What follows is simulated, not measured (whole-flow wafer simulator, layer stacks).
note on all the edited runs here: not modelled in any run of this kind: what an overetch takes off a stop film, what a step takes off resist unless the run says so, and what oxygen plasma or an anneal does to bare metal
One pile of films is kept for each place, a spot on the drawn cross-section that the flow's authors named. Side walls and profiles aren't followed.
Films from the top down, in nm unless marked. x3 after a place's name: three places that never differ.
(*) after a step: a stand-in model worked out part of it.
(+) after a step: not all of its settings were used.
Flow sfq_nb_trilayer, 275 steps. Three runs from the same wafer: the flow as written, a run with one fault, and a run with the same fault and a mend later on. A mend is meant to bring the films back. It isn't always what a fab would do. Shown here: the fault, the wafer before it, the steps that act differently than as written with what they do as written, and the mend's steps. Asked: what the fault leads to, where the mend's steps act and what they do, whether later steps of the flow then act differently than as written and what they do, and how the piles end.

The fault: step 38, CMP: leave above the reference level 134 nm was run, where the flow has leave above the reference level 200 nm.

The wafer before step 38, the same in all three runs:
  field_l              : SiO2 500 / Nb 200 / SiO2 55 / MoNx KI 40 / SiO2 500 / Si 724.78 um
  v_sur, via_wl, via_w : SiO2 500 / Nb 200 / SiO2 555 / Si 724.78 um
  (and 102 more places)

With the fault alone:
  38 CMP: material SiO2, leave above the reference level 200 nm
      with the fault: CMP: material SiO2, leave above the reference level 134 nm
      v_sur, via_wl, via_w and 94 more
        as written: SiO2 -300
        with the fault: SiO2 -366
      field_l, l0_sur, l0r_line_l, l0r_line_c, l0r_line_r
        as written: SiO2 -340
        with the fault: SiO2 -406
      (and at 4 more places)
  Later steps of the flow that act differently than as written (4 more steps differ only slightly, by at most 2% or 0.5 nm, whichever is larger, and aren't shown):
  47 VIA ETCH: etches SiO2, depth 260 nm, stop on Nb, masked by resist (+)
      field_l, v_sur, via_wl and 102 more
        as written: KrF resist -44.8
        with the fault: KrF resist -34.6
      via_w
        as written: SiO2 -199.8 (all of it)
        with the fault: SiO2 -133.8 (all of it)
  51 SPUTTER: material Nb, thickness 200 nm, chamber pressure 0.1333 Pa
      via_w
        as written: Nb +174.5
        with the fault: Nb +187.9
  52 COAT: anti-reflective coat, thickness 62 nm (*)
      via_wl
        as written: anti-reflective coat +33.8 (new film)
        with the fault: anti-reflective coat +36.6 (new film)
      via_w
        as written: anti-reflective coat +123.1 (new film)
        with the fault: anti-reflective coat +108.2 (new film)
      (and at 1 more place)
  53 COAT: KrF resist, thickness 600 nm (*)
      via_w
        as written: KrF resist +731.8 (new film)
        with the fault: KrF resist +678 (new film)
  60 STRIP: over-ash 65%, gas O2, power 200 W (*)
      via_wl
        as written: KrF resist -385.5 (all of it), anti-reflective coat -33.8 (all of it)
        with the fault: KrF resist -390.9 (all of it), anti-reflective coat -36.6 (all of it)
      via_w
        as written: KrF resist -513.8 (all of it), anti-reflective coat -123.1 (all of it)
        with the fault: KrF resist -460.1 (all of it), anti-reflective coat -108.2 (all of it)
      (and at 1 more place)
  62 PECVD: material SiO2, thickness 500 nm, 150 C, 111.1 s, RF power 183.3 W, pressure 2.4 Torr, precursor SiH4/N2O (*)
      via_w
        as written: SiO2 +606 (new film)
        with the fault: SiO2 +502.2 (new film)
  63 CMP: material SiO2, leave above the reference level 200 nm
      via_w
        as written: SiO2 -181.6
        with the fault: SiO2 -157.1
  At the end the piles differ from the flow's by more than 2% or 0.5 nm, whichever is larger, at field_l, v_sur, via_wl and 102 more.
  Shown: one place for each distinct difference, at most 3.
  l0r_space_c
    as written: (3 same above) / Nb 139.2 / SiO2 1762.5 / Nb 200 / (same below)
    with the fault: (3 same above) / Nb 139.2 / SiO2 1696.5 / Nb 200 / (same below)
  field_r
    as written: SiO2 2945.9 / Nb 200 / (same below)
    with the fault: SiO2 2879.9 / Nb 200 / (same below)
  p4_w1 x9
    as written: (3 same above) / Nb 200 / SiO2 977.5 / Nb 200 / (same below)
    with the fault: (3 same above) / Nb 200 / SiO2 911.5 / Nb 200 / (same below)

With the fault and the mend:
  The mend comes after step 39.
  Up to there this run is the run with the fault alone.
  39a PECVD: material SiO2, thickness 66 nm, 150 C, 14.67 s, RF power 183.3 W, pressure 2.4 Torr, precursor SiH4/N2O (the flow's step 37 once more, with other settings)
      field_l, v_sur, via_wl and 103 more
        SiO2 +66
  No later step of the flow acts differently than as written, at any place that is followed, by more than 2% or 0.5 nm, whichever is larger.
  At the end the piles differ from the flow's only slightly at the places that both follow, by at most 2% or 0.5 nm, whichever is larger.
